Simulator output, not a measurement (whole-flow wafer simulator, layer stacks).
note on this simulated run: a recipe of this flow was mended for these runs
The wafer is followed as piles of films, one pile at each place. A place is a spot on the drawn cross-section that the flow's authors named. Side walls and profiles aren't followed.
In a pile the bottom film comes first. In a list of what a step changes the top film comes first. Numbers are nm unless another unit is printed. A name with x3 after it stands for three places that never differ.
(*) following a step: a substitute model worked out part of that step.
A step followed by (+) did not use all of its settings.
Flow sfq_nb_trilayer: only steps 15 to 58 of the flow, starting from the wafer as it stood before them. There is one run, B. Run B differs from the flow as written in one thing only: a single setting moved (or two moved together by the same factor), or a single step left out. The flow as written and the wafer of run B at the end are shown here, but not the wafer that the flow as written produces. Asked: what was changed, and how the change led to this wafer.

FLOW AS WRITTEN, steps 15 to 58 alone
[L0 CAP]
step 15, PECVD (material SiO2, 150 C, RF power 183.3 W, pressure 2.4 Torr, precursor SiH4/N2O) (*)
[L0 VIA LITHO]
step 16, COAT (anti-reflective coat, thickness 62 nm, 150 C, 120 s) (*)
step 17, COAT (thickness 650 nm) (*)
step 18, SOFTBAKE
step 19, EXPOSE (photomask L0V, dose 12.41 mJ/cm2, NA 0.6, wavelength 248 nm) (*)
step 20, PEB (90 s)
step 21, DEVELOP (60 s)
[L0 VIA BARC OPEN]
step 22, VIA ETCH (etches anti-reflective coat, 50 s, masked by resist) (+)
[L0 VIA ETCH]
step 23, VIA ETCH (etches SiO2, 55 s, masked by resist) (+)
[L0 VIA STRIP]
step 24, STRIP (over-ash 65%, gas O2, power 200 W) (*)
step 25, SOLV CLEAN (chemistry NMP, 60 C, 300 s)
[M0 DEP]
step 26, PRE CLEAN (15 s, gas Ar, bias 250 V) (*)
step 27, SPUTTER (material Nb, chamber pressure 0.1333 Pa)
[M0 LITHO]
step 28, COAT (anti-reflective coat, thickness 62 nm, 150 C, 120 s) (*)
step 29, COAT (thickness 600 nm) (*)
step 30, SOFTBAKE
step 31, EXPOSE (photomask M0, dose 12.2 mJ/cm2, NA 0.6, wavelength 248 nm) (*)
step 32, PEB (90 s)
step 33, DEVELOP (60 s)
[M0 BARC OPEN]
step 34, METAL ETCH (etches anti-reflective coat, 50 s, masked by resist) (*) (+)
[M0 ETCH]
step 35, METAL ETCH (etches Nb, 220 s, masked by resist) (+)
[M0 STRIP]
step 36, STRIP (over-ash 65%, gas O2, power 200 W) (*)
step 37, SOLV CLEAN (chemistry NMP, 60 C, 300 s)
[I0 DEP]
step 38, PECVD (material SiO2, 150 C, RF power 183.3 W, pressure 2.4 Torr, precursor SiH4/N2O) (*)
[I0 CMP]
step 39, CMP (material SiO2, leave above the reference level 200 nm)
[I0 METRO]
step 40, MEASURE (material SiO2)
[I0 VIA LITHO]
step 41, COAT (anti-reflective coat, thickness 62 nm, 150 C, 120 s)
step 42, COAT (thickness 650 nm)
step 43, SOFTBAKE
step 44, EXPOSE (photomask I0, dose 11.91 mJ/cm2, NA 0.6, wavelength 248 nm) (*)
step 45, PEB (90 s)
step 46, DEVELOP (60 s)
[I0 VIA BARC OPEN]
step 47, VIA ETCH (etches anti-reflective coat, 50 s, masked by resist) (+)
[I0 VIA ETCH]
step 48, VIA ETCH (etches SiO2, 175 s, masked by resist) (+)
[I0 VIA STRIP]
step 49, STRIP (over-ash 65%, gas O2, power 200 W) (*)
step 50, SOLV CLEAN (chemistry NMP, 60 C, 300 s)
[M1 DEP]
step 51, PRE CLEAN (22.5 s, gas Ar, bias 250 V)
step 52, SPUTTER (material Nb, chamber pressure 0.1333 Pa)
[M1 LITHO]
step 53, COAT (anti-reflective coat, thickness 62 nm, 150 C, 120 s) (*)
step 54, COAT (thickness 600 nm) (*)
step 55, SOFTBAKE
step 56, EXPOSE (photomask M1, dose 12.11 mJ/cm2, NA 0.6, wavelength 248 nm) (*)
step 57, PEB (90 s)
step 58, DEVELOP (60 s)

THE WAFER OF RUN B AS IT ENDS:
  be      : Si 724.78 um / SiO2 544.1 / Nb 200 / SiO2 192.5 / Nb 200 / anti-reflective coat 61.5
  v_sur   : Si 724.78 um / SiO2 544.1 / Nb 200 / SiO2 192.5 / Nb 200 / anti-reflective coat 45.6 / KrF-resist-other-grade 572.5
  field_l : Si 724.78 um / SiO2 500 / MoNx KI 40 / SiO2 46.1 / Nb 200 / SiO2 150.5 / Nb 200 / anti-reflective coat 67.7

Cause: step 15, PECVD: pressure 2.98 Torr was run, though the flow has pressure 2.4 Torr.

How this came from the change, step by step:
  step 15, PECVD (material SiO2, 150 C, RF power 183.3 W, pressure 2.4 Torr, precursor SiH4/N2O) (*)
      v_sur, via_wl, via_w and 97 more: +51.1 SiO2 (in the flow as written it would be: +60 SiO2)
      field_l, l0_sur, l0v, l0r_line_l, l0r_line_c, l0r_line_r: +51.1 SiO2 (new film) (in the flow as written it would be: +60 SiO2 (new film))
  step 23, VIA ETCH (etches SiO2, 55 s, masked by resist) (+)
      l0v: -50.8 SiO2 (all of it), -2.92 MoNx KI (in the flow as written it would be: -59.7 SiO2 (all of it), -2.03 MoNx KI)
  step 28, COAT (anti-reflective coat, thickness 62 nm, 150 C, 120 s) (*)
      l0_sur: +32 anti-reflective coat (new film) (in the flow as written it would be: +29.3 anti-reflective coat (new film))
      l0v: +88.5 anti-reflective coat (new film) (in the flow as written it would be: +92.5 anti-reflective coat (new film))
  step 36, STRIP (over-ash 65%, gas O2, power 200 W) (*)
      l0_sur: -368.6 KrF-resist-other-grade (all of it), -32 anti-reflective coat (all of it) (in the flow as written it would be: -370 KrF-resist-other-grade (all of it), -29.3 anti-reflective coat (all of it))
      l0v: -370.4 KrF-resist-other-grade (all of it), -88.5 anti-reflective coat (all of it) (in the flow as written it would be: -374.1 KrF-resist-other-grade (all of it), -92.5 anti-reflective coat (all of it))
  step 39, CMP (material SiO2, leave above the reference level 200 nm)
      l0v: -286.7 SiO2 (in the flow as written it would be: -277.4 SiO2)
